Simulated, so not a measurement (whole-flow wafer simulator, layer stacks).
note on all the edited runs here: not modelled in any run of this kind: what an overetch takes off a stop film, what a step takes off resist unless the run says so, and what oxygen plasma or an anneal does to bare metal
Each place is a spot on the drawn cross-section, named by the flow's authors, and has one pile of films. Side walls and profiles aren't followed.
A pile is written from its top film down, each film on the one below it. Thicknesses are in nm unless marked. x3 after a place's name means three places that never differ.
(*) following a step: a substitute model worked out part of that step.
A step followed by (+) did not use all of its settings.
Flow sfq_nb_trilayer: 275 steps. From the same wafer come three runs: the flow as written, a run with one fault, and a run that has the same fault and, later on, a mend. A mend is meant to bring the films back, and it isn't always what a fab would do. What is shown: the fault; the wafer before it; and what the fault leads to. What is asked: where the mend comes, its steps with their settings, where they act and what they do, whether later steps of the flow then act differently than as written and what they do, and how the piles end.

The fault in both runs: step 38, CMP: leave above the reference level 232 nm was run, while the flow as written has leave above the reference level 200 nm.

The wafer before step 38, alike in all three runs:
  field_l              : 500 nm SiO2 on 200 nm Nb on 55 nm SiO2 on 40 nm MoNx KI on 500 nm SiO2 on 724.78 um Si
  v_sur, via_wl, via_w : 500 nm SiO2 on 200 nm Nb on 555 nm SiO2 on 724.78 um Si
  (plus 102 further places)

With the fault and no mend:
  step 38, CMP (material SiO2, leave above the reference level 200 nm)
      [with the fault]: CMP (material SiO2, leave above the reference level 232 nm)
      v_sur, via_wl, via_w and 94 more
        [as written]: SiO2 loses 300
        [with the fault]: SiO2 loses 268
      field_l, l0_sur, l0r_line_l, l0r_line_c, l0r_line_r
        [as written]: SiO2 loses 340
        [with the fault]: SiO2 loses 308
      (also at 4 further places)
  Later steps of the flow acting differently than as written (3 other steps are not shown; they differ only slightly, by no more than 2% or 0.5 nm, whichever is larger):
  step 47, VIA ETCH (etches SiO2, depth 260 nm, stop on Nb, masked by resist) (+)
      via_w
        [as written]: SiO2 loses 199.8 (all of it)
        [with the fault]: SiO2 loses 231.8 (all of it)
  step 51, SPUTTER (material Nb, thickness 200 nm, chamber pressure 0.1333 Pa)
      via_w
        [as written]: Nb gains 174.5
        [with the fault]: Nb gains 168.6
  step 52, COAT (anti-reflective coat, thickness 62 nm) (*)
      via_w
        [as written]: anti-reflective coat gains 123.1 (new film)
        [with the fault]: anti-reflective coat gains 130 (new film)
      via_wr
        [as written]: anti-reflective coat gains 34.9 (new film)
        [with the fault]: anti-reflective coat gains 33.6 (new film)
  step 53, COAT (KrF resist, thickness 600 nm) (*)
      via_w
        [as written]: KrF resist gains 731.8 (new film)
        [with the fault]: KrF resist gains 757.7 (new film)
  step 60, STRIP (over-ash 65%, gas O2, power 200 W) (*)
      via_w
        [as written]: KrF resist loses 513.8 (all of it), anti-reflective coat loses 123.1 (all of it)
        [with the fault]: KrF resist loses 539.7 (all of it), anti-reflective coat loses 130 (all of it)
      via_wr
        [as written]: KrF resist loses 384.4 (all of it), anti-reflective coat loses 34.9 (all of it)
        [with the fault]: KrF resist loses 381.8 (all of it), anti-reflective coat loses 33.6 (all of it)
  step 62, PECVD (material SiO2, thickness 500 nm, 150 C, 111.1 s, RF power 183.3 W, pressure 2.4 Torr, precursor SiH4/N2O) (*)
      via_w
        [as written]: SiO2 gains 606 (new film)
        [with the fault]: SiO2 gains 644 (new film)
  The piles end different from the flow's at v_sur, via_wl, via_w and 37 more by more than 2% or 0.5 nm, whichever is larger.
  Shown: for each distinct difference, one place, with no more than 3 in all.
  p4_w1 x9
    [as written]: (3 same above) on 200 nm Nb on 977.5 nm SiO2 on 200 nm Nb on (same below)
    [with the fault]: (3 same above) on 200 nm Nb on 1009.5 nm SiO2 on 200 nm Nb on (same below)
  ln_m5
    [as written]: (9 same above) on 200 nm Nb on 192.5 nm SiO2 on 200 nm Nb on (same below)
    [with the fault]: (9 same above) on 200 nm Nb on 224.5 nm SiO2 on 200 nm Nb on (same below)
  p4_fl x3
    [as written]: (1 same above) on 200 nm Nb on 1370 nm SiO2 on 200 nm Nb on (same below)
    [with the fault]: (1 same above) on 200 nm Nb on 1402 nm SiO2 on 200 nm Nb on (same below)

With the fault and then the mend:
  The mend stands after step 39.
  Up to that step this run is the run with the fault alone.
  step 39a, CMP (material SiO2, leave above the reference level 200 nm) (the flow's step 38, run once more)
      field_l, v_sur, via_wl and 103 more
        SiO2 loses 32
  None of the later steps of the flow acts differently than as written at any place that is followed.
  The piles end the same as the flow's at every place that both follow.
